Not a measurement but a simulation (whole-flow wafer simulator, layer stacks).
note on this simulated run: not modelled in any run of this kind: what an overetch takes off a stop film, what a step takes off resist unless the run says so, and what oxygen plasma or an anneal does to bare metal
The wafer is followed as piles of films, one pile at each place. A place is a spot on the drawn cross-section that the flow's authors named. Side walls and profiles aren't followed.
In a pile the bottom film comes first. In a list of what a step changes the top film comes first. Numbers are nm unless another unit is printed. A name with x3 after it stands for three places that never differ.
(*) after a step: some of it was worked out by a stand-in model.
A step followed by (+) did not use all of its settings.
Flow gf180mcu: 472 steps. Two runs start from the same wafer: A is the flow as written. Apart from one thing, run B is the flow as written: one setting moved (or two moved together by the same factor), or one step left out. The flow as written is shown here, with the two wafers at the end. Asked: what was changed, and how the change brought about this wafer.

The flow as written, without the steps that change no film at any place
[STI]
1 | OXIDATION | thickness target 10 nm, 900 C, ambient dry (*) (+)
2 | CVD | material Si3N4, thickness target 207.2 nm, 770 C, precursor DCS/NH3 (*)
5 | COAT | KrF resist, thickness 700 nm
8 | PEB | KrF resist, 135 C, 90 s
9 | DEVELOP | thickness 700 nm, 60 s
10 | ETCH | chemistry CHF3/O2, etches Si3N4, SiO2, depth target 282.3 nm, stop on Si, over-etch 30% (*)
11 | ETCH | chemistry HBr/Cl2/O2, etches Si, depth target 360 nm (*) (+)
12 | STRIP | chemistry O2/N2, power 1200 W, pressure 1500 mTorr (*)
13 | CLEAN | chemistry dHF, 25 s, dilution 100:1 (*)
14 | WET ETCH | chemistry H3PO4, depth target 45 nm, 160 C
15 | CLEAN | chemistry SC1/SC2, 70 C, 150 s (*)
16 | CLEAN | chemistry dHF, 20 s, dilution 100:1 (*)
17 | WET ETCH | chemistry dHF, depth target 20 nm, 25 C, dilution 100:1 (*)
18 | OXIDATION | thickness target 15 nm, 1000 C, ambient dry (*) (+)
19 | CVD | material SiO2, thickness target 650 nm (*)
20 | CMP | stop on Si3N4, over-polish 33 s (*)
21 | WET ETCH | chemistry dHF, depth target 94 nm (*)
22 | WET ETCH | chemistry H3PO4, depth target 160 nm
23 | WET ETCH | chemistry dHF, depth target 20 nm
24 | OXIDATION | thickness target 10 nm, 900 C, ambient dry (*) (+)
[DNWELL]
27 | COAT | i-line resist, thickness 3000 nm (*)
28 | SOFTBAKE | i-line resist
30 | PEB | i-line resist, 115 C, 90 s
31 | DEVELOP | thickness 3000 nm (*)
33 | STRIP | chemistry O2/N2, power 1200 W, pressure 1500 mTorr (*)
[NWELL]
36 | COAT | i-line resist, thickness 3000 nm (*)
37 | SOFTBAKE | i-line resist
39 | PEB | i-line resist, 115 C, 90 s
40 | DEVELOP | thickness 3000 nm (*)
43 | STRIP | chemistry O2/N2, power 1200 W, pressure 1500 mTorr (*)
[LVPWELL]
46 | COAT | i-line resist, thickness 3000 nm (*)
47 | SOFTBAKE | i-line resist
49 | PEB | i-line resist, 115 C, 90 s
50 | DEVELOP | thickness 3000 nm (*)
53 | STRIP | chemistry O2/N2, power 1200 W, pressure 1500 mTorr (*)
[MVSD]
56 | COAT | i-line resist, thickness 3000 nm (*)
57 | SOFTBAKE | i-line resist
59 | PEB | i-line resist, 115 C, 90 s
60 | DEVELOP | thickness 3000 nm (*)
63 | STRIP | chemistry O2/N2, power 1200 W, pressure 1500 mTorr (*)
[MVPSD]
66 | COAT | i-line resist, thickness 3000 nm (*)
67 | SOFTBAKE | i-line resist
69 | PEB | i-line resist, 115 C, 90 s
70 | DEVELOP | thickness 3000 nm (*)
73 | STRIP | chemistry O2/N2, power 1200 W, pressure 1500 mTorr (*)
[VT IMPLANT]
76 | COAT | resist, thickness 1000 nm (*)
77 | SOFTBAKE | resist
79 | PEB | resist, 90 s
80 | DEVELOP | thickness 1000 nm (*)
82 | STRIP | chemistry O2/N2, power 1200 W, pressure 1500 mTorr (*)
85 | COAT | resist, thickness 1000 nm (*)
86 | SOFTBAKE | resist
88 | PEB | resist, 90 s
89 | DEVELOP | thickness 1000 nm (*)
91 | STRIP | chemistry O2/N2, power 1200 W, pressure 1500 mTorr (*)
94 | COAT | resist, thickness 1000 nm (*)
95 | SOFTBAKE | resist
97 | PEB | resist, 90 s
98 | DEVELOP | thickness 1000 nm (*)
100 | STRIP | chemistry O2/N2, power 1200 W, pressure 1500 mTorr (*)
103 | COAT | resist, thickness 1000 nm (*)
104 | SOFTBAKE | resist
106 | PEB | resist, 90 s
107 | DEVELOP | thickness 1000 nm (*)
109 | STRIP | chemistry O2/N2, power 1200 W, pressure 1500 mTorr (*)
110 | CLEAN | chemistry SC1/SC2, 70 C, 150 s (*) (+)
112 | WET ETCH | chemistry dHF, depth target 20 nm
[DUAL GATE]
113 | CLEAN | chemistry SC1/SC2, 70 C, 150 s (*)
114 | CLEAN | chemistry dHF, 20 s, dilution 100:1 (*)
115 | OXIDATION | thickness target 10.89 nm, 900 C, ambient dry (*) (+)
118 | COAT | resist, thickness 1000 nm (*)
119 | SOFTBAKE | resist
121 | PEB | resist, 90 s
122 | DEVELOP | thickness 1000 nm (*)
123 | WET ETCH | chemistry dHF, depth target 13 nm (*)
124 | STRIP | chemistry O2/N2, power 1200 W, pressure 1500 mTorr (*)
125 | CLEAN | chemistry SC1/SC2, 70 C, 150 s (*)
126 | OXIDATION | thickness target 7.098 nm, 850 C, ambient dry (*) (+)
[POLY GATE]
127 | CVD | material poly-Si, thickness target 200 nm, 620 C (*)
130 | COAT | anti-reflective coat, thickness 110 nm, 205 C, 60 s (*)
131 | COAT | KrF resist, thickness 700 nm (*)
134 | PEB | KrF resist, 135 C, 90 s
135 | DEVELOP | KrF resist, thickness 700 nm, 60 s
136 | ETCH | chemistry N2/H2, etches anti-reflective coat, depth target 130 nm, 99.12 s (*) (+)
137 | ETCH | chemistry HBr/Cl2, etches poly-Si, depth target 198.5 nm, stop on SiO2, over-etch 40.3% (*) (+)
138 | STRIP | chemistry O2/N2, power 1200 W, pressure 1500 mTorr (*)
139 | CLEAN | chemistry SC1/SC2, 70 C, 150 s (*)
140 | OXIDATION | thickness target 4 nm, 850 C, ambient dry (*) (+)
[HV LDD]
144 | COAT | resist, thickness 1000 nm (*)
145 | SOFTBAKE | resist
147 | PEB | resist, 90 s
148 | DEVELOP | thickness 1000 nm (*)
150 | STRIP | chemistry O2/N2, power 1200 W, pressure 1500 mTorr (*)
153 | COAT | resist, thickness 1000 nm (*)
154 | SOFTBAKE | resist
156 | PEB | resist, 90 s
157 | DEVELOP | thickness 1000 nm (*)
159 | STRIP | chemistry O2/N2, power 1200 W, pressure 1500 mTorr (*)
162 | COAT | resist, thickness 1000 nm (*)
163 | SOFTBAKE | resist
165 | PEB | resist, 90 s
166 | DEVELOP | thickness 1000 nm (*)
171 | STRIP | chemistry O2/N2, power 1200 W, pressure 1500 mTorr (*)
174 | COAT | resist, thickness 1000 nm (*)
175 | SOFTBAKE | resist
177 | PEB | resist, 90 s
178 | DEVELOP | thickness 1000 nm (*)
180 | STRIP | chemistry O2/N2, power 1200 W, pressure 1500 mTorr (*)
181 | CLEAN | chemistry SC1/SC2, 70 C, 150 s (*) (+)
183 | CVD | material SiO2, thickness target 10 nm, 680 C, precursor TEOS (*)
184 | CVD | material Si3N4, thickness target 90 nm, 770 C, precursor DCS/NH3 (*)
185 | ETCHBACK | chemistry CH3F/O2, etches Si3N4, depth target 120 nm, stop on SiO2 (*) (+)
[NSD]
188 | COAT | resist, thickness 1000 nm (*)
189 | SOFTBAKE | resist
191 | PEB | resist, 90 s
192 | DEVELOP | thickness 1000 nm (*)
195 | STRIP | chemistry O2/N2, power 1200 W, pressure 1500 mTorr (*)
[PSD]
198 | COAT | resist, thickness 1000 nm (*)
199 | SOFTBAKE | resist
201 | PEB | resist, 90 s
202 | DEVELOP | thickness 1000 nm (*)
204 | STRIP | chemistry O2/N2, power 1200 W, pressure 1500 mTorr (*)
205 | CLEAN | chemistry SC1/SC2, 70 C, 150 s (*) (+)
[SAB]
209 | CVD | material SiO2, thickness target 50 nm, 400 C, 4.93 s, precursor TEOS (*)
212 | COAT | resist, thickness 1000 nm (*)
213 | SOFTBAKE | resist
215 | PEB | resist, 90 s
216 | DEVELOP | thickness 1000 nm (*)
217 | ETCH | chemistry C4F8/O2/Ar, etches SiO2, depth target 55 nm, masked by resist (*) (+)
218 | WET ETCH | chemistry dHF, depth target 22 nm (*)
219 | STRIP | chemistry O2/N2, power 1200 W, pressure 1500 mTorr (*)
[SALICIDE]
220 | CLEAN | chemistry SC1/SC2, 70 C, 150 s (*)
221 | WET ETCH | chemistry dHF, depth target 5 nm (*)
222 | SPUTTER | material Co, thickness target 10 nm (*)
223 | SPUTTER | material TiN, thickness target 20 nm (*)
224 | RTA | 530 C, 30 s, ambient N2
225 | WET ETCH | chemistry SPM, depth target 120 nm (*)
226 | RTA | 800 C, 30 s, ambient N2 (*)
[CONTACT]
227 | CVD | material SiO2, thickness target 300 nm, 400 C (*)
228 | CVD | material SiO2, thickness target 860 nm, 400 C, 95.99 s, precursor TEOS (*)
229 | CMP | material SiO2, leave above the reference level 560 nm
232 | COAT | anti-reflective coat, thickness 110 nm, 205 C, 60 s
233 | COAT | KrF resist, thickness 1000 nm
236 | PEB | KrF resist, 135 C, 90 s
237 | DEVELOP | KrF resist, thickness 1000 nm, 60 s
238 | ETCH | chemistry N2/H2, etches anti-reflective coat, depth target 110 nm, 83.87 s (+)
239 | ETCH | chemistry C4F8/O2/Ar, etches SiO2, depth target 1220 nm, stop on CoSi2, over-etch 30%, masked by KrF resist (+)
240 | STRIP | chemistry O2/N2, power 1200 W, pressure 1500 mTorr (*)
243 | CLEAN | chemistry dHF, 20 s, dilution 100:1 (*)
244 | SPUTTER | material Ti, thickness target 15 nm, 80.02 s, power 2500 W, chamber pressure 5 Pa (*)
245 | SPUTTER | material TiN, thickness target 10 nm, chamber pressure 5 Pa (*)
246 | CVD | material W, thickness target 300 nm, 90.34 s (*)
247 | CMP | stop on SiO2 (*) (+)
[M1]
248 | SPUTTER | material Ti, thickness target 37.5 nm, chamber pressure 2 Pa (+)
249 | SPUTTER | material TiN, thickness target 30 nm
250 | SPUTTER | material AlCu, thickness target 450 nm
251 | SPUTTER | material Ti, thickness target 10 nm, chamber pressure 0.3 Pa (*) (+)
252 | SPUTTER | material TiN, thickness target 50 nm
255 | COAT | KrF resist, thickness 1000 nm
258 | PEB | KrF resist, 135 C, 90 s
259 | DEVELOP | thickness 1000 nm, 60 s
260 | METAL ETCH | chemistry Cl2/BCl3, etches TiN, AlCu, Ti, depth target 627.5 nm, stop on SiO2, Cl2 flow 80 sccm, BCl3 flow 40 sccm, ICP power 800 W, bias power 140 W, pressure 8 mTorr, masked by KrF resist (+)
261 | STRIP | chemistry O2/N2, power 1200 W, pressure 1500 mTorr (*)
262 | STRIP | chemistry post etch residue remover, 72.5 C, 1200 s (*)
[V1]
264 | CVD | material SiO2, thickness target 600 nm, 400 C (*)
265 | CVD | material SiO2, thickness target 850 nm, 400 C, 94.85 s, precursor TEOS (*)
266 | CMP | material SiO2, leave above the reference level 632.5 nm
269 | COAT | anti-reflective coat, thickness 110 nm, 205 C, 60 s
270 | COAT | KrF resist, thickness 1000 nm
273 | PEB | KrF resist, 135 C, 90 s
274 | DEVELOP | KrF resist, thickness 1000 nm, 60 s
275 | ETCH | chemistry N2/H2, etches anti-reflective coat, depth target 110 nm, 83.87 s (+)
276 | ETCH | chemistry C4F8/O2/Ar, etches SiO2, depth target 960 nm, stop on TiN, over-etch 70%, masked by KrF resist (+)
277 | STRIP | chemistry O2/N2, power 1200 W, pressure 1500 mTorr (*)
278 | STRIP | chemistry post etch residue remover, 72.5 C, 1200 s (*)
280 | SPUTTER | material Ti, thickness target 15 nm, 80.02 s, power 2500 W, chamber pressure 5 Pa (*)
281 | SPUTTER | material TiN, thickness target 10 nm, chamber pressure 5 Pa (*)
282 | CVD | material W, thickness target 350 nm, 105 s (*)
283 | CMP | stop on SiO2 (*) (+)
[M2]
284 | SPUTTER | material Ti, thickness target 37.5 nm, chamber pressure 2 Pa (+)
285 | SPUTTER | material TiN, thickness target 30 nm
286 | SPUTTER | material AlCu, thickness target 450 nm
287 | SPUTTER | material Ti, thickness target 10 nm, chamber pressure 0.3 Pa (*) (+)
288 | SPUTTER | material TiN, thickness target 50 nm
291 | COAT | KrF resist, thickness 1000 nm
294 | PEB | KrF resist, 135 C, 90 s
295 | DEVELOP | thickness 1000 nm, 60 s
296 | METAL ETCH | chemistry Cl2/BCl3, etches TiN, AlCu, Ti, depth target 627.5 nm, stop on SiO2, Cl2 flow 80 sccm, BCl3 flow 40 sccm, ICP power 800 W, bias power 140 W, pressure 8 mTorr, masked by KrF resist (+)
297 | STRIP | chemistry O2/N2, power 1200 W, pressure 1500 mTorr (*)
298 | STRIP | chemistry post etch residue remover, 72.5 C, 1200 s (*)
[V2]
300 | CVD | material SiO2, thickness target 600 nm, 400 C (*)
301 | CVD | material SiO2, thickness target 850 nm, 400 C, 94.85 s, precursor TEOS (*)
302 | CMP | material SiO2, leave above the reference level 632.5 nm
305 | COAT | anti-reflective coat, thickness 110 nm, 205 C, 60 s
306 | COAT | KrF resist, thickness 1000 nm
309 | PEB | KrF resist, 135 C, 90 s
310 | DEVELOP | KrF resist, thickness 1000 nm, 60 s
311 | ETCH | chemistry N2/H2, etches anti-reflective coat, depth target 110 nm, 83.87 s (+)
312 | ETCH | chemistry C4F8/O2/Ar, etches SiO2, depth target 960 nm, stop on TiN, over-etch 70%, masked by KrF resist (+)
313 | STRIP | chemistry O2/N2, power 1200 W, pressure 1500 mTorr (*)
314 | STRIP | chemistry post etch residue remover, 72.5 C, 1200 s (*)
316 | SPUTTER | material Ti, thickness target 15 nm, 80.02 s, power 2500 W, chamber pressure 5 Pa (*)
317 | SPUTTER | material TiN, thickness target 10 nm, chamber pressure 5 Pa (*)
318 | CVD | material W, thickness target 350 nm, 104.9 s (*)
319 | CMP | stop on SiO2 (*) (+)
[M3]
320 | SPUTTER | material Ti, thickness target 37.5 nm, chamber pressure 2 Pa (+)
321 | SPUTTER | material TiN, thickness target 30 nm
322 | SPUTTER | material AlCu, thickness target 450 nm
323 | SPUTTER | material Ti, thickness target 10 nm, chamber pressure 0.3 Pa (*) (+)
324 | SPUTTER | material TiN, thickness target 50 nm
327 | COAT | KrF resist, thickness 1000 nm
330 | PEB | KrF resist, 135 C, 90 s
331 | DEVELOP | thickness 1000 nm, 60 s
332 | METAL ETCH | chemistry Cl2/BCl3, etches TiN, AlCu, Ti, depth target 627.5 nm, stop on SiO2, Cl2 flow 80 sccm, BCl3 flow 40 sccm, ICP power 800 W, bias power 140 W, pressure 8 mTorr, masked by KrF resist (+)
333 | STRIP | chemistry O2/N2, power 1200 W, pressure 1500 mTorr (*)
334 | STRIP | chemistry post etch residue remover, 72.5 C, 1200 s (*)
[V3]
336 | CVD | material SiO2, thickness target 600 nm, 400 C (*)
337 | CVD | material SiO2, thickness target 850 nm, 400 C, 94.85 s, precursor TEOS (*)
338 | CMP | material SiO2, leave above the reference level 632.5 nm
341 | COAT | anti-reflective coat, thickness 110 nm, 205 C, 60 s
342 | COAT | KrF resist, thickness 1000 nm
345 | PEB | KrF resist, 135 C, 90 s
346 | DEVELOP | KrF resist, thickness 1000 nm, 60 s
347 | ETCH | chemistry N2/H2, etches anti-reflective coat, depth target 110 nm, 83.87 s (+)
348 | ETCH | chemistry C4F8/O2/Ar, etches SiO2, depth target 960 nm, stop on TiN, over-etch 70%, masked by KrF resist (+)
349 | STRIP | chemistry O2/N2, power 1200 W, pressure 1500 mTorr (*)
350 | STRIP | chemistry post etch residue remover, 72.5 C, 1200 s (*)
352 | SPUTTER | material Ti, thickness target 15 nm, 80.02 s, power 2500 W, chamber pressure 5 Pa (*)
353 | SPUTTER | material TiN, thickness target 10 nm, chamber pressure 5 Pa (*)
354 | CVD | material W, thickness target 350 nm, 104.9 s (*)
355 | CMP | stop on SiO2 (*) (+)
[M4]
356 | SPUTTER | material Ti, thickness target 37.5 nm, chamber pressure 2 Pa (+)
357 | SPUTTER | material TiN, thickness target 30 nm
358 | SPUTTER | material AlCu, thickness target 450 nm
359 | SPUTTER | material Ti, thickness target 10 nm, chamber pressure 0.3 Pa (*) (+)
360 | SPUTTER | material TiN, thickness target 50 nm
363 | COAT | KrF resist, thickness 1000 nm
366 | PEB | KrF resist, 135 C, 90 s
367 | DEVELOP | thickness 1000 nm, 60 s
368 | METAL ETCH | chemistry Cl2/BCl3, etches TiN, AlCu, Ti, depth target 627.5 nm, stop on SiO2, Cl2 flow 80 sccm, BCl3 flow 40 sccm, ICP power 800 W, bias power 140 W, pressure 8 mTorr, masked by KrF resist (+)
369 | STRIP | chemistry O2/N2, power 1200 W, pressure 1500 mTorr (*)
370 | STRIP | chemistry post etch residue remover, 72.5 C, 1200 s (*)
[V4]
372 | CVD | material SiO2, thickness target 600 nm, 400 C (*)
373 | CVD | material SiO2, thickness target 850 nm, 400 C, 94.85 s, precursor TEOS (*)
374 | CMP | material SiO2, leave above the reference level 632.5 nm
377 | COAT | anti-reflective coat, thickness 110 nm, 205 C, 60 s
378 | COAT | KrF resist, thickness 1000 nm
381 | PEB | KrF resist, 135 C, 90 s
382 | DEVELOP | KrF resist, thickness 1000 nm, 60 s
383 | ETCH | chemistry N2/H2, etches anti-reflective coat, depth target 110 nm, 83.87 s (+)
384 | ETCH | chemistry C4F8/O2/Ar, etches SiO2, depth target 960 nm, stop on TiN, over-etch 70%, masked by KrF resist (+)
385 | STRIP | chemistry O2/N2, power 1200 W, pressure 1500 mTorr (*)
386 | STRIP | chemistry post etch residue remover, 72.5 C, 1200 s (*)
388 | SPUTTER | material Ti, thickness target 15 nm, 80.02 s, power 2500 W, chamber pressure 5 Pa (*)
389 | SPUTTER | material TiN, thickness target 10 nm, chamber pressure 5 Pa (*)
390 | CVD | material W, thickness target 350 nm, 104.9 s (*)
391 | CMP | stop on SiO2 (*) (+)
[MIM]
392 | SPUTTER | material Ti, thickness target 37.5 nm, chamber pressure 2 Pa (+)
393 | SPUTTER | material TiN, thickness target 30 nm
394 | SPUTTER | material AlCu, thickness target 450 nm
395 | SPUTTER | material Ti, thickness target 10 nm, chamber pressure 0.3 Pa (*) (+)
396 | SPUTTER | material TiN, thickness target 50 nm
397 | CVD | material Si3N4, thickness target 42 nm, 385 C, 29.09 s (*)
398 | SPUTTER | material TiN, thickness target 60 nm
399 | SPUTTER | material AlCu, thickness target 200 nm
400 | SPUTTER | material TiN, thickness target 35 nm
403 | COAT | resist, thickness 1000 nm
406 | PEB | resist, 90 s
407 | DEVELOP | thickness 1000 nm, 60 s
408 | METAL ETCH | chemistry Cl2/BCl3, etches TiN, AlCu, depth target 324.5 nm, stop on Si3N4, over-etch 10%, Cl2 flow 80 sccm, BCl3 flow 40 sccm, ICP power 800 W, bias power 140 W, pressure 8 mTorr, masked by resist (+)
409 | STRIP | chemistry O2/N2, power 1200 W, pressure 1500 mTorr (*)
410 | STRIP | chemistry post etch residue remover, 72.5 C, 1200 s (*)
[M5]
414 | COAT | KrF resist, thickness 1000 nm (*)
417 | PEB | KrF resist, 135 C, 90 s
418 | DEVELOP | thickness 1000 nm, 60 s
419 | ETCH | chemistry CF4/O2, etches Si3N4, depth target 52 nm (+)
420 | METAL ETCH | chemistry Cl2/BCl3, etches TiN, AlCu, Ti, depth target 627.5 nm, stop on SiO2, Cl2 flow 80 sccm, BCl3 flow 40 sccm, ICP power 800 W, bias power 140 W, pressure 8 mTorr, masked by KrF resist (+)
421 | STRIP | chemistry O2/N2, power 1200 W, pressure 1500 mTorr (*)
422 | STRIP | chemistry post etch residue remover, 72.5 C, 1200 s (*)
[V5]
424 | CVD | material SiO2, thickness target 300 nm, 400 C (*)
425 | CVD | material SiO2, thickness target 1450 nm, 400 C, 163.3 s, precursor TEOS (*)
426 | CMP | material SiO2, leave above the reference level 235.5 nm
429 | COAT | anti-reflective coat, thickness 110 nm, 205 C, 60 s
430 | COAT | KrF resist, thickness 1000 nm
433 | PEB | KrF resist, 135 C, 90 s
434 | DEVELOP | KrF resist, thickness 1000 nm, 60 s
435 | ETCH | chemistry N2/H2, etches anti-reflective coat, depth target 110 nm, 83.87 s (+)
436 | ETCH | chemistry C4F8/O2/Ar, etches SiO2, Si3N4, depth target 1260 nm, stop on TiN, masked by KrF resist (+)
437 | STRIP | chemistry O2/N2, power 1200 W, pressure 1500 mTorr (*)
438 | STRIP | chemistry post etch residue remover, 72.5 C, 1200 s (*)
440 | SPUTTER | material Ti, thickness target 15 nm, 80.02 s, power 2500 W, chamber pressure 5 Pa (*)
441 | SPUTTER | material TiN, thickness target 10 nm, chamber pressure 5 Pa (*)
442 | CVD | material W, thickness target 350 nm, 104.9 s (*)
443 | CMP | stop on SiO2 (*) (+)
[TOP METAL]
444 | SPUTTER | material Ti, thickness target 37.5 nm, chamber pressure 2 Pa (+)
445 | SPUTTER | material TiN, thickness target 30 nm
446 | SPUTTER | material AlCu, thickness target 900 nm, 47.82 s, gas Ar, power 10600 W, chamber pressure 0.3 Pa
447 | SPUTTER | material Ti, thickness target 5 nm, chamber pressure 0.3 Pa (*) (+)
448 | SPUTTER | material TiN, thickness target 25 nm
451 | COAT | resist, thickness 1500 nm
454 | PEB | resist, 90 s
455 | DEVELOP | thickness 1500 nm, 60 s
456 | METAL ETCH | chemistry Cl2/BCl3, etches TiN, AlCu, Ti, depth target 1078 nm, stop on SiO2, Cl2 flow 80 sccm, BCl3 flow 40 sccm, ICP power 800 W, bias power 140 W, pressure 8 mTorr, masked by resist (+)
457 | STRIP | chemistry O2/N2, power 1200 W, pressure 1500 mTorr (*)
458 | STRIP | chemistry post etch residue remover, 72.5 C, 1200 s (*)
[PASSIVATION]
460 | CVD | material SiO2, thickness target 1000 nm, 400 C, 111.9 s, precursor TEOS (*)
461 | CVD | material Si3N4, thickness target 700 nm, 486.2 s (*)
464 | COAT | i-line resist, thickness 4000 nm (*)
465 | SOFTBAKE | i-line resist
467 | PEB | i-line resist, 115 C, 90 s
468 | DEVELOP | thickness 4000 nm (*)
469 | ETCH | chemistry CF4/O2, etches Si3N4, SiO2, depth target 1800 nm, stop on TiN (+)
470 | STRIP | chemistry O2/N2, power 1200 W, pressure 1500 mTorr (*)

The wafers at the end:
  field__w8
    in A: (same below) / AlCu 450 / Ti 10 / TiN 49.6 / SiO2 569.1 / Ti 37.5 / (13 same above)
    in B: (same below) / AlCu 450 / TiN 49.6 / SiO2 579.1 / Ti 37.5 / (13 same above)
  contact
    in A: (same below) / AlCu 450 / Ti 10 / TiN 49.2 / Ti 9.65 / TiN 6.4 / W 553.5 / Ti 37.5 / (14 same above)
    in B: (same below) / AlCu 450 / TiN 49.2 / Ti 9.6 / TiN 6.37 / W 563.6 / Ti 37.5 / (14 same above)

The reason: step 359, SPUTTER: material Ti, thickness target 10 nm, chamber pressure 0.3 Pa (*) (+), was omitted.

Step by step, how the change led to this:
  368 | METAL ETCH | chemistry Cl2/BCl3, etches TiN, AlCu, Ti, depth target 627.5 nm, stop on SiO2, Cl2 flow 80 sccm, BCl3 flow 40 sccm, ICP power 800 W, bias power 140 W, pressure 8 mTorr, masked by KrF resist (+)
      field, field__w1, field__w2 and 103 more: A -50 TiN (all of it), -10 Ti (all of it), -450 AlCu (all of it), -30 TiN (all of it), -37.5 Ti (all of it) | B -50 TiN (all of it), -450 AlCu (all of it), -30 TiN (all of it), -37.5 Ti (all of it)
